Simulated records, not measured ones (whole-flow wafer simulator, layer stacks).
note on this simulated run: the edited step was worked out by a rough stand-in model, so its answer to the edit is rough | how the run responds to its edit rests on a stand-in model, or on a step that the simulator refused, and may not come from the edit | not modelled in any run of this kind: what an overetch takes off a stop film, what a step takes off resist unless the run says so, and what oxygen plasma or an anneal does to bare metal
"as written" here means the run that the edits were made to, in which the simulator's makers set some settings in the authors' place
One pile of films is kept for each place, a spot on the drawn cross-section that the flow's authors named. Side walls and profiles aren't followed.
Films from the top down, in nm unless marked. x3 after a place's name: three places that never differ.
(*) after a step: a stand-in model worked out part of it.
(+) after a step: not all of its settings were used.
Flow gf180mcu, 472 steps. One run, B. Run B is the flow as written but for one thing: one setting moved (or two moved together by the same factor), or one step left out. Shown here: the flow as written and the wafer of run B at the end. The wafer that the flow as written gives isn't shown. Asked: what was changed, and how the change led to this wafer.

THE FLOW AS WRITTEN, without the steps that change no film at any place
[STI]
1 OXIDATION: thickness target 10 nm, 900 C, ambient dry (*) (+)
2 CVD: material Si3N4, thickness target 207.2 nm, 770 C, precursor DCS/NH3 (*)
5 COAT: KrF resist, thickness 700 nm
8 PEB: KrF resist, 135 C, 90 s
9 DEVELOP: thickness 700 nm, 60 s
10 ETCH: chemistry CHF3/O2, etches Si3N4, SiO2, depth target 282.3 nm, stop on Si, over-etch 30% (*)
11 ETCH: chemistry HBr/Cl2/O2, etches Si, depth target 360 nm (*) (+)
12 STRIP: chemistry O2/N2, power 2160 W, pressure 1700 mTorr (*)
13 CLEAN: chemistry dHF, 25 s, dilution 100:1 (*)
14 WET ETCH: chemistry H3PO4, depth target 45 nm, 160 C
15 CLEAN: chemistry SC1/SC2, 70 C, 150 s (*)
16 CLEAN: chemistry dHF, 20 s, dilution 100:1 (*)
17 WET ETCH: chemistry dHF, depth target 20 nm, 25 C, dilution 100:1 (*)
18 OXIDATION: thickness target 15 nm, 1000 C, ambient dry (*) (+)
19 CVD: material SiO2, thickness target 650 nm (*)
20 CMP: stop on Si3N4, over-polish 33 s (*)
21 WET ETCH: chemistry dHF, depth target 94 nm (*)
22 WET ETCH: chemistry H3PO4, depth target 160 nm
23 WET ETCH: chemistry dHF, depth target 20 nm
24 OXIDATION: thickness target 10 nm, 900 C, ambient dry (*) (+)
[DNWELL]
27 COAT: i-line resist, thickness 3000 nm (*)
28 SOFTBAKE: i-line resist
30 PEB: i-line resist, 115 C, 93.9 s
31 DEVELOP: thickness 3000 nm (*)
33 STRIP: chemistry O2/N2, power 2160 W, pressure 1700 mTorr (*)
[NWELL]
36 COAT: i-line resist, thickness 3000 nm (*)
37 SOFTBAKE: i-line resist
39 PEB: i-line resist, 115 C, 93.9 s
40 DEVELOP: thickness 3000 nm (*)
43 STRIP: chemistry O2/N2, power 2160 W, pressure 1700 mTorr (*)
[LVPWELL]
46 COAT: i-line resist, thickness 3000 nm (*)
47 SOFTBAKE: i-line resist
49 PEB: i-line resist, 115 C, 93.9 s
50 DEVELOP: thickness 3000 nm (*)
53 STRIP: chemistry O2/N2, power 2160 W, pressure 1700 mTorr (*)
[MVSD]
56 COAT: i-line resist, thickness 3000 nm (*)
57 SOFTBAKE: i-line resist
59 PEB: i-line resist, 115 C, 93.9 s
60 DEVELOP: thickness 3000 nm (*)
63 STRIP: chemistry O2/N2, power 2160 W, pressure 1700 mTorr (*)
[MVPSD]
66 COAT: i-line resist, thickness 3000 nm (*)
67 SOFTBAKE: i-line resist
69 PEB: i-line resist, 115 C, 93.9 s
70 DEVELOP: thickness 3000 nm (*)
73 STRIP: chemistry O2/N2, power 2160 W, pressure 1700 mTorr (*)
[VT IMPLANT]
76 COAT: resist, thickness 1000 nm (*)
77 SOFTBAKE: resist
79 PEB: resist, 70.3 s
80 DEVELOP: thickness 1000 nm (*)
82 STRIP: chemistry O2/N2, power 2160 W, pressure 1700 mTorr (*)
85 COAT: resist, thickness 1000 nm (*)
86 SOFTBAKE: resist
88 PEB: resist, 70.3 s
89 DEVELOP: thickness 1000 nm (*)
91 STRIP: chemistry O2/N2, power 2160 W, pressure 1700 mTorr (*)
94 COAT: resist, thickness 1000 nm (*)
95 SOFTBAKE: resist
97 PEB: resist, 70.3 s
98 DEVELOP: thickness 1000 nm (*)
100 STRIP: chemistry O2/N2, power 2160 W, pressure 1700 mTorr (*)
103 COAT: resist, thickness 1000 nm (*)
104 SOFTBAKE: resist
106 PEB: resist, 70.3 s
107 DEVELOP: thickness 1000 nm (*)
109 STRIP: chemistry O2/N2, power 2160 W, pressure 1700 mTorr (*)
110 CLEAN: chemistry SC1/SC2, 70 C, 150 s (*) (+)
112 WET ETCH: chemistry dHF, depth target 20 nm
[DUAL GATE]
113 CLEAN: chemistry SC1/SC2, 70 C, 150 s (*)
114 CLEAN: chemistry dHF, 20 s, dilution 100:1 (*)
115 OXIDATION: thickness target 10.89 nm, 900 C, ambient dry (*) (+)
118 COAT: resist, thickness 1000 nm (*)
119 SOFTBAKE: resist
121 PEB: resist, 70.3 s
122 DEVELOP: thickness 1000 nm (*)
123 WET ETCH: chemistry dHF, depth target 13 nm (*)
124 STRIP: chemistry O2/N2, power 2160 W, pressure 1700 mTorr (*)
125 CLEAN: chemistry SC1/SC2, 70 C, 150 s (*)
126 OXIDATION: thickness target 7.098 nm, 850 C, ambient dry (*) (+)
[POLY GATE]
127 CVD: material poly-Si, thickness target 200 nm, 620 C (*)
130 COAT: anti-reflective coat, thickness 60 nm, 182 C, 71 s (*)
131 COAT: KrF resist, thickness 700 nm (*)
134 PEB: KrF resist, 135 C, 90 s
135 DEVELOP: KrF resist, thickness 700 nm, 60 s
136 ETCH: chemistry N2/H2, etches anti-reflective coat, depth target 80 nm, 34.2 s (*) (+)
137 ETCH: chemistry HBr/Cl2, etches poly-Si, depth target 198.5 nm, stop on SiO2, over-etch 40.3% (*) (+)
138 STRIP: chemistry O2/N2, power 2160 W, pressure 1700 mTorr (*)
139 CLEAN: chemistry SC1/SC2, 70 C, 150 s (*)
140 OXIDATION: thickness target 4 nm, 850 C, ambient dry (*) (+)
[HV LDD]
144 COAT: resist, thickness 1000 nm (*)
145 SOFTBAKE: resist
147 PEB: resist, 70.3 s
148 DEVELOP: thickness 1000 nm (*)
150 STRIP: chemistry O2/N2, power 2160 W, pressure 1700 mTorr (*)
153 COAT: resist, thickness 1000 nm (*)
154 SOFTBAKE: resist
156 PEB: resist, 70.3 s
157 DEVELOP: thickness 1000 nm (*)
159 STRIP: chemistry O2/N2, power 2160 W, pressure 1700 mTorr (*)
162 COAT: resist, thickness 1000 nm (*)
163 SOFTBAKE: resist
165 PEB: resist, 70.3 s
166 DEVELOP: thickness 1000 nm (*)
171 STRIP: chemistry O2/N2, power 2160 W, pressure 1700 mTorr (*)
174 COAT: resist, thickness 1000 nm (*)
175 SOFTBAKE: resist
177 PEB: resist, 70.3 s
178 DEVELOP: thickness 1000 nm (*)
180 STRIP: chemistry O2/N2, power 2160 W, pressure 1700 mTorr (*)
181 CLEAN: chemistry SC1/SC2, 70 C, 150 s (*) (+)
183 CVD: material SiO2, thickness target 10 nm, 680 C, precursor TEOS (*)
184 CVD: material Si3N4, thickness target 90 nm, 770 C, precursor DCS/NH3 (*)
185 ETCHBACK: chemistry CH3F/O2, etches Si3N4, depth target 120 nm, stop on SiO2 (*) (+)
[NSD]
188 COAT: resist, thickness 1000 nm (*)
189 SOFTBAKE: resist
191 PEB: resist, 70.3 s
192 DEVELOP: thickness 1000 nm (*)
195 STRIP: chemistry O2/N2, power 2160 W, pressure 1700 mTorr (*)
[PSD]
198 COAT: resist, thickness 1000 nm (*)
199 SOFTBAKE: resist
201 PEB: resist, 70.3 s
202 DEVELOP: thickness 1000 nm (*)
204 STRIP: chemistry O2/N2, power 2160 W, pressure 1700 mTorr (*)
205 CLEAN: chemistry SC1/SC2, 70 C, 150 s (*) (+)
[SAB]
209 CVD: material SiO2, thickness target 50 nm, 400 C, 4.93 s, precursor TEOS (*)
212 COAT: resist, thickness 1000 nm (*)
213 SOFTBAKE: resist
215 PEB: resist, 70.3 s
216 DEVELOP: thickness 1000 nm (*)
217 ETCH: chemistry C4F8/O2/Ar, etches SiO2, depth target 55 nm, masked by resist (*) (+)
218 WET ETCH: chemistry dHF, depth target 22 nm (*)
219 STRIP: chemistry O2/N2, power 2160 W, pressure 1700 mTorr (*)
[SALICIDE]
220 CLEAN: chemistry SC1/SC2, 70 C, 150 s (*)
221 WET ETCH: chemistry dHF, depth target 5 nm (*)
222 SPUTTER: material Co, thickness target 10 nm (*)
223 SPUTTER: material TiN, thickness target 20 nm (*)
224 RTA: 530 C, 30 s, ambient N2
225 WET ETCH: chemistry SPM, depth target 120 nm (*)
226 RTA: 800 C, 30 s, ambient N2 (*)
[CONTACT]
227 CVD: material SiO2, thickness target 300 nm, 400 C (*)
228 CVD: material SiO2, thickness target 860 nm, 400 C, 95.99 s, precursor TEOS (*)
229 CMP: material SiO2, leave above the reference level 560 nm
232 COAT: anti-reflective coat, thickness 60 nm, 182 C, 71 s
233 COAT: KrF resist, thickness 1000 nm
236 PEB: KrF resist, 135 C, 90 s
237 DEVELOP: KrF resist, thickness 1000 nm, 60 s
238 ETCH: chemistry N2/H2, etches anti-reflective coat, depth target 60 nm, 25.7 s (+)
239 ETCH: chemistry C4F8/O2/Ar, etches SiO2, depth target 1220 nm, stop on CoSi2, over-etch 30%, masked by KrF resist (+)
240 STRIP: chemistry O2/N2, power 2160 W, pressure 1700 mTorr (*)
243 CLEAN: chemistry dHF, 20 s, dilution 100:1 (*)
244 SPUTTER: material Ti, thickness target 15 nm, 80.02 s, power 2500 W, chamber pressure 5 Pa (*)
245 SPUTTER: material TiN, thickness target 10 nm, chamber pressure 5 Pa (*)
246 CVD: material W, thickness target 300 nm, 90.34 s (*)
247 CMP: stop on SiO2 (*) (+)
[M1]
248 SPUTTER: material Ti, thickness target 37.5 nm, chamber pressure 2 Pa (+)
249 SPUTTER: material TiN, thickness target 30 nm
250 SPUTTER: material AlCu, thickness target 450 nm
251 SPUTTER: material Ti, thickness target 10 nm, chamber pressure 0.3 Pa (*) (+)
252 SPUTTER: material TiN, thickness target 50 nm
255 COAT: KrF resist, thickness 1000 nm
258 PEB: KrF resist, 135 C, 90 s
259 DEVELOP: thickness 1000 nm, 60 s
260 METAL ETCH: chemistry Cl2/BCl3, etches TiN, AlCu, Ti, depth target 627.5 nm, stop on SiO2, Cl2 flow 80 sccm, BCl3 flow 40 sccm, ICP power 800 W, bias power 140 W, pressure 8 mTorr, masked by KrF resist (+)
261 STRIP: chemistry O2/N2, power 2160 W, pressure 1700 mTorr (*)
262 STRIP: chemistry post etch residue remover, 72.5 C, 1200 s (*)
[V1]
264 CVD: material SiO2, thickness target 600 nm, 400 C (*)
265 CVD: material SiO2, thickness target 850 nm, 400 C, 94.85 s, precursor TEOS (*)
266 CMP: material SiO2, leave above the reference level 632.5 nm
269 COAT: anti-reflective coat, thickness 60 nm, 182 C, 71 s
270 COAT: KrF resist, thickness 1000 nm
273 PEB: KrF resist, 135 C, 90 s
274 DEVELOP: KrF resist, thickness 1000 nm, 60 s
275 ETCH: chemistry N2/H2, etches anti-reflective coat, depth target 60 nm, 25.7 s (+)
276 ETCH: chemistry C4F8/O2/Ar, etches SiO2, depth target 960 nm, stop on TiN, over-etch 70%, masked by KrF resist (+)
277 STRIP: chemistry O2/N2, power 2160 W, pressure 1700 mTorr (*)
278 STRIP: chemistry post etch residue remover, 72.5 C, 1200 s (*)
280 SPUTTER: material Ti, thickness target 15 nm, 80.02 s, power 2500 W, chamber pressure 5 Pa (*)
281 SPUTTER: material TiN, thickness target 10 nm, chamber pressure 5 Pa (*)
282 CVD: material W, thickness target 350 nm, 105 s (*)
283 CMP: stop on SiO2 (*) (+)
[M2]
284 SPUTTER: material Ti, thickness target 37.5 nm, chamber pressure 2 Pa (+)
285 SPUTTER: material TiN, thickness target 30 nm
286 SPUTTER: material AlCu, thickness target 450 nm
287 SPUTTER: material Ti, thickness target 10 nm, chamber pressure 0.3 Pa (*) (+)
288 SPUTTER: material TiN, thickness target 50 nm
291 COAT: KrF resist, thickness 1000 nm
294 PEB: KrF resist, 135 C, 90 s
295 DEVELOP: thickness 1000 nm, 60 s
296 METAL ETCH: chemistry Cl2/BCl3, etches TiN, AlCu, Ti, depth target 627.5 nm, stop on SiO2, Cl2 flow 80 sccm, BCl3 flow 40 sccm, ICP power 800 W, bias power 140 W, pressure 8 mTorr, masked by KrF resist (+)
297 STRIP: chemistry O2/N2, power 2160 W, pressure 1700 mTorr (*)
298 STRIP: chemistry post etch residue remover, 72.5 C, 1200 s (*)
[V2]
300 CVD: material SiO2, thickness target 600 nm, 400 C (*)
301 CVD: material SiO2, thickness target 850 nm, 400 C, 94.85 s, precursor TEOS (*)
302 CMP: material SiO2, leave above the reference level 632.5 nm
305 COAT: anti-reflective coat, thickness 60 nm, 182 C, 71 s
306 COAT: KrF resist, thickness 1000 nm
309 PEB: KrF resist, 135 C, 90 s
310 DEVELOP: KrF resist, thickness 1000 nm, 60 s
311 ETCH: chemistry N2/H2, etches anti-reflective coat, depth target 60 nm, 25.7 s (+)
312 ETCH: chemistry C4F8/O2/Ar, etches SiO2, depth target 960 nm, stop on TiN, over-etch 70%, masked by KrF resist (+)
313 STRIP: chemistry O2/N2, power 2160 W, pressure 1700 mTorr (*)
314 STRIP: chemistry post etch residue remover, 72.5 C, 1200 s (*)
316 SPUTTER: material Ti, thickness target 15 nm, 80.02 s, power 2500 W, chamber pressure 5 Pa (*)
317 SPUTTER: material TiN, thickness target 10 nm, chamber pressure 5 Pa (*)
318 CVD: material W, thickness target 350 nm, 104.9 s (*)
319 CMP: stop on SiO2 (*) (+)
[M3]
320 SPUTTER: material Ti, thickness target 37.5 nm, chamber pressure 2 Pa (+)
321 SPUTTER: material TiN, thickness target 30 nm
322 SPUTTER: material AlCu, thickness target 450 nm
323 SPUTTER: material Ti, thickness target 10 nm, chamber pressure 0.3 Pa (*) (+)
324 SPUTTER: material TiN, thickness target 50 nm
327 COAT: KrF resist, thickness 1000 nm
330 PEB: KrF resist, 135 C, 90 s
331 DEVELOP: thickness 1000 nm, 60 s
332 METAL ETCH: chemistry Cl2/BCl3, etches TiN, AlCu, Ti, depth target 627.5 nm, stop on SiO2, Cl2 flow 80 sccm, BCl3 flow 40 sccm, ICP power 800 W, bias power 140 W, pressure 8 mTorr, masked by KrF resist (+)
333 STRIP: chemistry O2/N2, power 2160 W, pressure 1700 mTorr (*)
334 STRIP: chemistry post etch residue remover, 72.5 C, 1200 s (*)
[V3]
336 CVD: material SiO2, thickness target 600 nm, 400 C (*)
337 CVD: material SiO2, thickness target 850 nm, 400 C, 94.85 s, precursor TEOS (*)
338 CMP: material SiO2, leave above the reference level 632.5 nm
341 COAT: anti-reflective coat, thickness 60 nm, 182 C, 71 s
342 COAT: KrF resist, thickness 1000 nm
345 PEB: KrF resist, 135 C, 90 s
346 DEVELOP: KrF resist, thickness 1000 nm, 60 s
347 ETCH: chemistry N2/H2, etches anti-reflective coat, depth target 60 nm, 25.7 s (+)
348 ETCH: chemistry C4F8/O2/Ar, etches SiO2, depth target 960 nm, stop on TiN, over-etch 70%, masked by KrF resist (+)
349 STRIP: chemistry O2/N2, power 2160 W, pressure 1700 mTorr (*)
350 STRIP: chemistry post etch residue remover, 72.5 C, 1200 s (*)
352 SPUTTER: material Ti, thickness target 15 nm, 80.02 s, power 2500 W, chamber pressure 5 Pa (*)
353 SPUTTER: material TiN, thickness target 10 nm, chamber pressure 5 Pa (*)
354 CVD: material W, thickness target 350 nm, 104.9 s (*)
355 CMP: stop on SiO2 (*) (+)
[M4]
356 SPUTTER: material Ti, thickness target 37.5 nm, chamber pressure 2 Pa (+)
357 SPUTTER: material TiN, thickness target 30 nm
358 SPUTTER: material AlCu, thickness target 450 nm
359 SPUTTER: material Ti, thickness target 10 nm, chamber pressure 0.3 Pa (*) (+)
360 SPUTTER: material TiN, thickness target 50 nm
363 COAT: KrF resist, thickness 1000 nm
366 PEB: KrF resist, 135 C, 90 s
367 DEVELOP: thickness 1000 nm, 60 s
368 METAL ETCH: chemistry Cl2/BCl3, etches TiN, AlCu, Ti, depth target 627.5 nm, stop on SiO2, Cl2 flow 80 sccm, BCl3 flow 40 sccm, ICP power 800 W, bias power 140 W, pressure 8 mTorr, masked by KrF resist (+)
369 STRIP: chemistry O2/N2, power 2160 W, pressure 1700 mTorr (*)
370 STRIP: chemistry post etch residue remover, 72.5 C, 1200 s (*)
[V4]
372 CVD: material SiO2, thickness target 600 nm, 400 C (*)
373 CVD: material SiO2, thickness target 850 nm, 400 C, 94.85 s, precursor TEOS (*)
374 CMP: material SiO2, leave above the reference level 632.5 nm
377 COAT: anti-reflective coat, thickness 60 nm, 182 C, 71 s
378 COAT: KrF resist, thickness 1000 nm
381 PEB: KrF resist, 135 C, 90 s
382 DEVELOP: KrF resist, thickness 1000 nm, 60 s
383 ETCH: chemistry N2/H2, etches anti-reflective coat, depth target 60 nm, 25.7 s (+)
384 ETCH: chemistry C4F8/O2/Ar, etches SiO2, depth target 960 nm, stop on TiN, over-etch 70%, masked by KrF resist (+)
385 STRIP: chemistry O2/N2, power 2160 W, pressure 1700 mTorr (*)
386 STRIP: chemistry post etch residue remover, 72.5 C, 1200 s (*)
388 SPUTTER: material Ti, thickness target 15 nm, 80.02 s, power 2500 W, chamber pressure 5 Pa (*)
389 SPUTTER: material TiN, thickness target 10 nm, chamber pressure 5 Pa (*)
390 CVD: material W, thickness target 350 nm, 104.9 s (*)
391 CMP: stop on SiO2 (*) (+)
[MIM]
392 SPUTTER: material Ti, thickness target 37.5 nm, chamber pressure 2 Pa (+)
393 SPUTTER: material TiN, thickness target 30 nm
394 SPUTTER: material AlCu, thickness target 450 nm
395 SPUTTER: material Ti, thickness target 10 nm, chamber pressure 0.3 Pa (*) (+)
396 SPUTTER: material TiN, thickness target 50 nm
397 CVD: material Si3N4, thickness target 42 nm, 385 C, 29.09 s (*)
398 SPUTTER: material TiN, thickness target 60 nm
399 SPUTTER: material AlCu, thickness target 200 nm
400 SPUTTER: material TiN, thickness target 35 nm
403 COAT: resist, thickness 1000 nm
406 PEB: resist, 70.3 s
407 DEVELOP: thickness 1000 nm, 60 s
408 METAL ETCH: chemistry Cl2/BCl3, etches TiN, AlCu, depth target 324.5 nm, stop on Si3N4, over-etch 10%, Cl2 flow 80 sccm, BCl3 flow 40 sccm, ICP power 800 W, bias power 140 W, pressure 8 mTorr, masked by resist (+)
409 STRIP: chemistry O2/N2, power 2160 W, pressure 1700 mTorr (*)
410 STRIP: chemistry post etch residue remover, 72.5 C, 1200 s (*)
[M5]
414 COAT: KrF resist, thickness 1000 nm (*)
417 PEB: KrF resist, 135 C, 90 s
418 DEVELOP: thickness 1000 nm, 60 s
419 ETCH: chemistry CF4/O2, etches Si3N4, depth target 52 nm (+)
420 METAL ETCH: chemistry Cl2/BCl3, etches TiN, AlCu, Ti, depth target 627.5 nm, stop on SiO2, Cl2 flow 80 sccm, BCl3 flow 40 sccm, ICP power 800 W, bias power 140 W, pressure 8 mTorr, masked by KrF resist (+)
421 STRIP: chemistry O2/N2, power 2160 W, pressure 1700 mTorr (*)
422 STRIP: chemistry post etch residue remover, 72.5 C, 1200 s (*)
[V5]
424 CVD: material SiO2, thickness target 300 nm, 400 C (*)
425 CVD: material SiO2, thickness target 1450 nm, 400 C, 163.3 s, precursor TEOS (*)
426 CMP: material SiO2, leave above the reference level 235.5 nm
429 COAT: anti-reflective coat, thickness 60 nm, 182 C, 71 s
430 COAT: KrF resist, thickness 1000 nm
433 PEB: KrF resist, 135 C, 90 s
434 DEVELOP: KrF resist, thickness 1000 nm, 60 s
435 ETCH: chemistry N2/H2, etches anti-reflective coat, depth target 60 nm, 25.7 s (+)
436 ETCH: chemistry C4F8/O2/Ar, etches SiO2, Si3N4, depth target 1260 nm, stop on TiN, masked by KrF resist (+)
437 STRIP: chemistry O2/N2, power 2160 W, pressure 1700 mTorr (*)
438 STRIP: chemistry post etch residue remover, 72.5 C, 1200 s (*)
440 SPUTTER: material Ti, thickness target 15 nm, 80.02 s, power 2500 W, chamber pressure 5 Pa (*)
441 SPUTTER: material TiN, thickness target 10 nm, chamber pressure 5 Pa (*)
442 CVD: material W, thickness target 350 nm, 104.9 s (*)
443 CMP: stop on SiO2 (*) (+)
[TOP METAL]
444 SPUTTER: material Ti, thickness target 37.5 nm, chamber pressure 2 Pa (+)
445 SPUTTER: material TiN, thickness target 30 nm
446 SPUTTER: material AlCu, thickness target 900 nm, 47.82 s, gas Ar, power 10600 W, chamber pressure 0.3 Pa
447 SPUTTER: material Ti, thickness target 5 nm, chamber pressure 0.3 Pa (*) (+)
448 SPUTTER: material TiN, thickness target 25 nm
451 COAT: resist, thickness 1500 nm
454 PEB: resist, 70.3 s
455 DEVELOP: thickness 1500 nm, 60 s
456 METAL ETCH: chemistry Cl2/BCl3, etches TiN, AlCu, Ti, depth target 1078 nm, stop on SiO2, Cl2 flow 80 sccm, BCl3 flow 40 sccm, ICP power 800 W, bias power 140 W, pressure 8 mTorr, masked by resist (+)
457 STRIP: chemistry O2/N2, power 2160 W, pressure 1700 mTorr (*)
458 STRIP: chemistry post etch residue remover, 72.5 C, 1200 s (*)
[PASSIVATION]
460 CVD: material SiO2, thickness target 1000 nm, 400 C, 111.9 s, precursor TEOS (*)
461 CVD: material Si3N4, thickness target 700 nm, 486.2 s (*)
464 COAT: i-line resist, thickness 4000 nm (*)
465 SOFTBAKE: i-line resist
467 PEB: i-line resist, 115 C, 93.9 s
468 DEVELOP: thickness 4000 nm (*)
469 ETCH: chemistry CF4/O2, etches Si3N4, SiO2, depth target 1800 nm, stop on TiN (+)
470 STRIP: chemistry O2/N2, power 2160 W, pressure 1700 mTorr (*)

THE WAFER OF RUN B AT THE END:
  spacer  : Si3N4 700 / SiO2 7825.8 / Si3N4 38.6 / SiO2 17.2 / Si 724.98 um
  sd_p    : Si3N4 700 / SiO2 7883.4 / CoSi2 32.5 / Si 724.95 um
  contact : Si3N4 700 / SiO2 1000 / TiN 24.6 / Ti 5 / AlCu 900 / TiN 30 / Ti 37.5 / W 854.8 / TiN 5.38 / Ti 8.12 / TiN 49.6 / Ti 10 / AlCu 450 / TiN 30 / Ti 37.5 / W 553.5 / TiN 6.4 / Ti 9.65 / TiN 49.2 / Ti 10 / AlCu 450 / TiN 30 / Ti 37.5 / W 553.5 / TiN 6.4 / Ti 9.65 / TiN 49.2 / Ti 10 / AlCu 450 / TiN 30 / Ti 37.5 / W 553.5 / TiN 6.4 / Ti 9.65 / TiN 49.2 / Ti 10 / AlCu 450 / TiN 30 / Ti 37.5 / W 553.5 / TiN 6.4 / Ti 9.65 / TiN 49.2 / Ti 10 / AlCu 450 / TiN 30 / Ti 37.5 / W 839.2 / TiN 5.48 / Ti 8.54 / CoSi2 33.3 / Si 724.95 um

The cause: step 184, CVD: thickness target 42.8 nm was run, where the flow has thickness target 90 nm.

How the change led to this, step by step:
  184 CVD: material Si3N4, thickness target 90 nm, 770 C, precursor DCS/NH3 (*)
      field, field__w1, field__w2 and 101 more: Si3N4 +42.8 (new film) (as written it would be: Si3N4 +90 (new film))
  185 ETCHBACK: chemistry CH3F/O2, etches Si3N4, depth target 120 nm, stop on SiO2 (*) (+)
      field, field__w1, field__w2 and 100 more: Si3N4 -42.8 (all of it), SiO2 -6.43 (as written it would be: Si3N4 -90 (all of it), SiO2 -2.5)
  188 COAT: resist, thickness 1000 nm (*)
      spacer: resist +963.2 (new film) (as written it would be: resist +920.2 (new film))
  189 SOFTBAKE: resist
      ld_drn_p: nothing (as written it would be: resist -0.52)
      field: resist +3 (as written it would be: resist +3.56)
      (and at 25 more places)
  191 PEB: resist, 70.3 s
      spacer: resist -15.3 (as written it would be: resist -14.3)
  192 DEVELOP: thickness 1000 nm (*)
      spacer: resist -947.9 (all of it) (as written it would be: resist -905.9 (all of it))
  198 COAT: resist, thickness 1000 nm (*)
      spacer: resist +963.2 (new film) (as written it would be: resist +920.2 (new film))
  199 SOFTBAKE: resist
      ld_drn_p: nothing (as written it would be: resist -0.52)
      field: resist +3 (as written it would be: resist +3.56)
      (and at 25 more places)
  201 PEB: resist, 70.3 s
      spacer: resist -15.3 (as written it would be: resist -14.3)
  204 STRIP: chemistry O2/N2, power 2160 W, pressure 1700 mTorr (*)
      spacer: resist -947.9 (all of it) (as written it would be: resist -905.9 (all of it))
  212 COAT: resist, thickness 1000 nm (*)
      spacer: resist +962.3 (new film) (as written it would be: resist +919.4 (new film))
  213 SOFTBAKE: resist
      field__w9: resist +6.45 (as written it would be: resist -3.11)
      field__w1: resist +4.9 (as written it would be: resist +5.43)
      (and at 23 more places)
  215 PEB: resist, 70.3 s
      spacer: resist -15.3 (as written it would be: resist -14.3)
  216 DEVELOP: thickness 1000 nm (*)
      spacer: resist -947 (all of it) (as written it would be: resist -905.1 (all of it))
  218 WET ETCH: chemistry dHF, depth target 22 nm (*)
      gate, gate_hv, gate_p and 23 more: SiO2 -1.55 (all of it) (as written it would be: SiO2 -5.48 (all of it))
      active, p_well, sd_n, iso_ptap_pw, iso_ntap_nw, iso_ptap_sub, vpnp_e: SiO2 -5.08 (all of it) (as written it would be: SiO2 -9.01 (all of it))
      (and at 16 more places)
  222 SPUTTER: material Co, thickness target 10 nm (*)
      field__w2: Co +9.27 (new film) (as written it would be: Co +8.65 (new film))
      field__w3: Co +8.89 (new film) (as written it would be: Co +8.06 (new film))
      (and at 5 more places)
  ... 4 more steps ...
  229 CMP: material SiO2, leave above the reference level 560 nm
      field__w3: SiO2 -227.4 (as written it would be: SiO2 -232.3)
      field__w12: SiO2 -227.3 (as written it would be: SiO2 -232.1)
      (and at 2 more places)
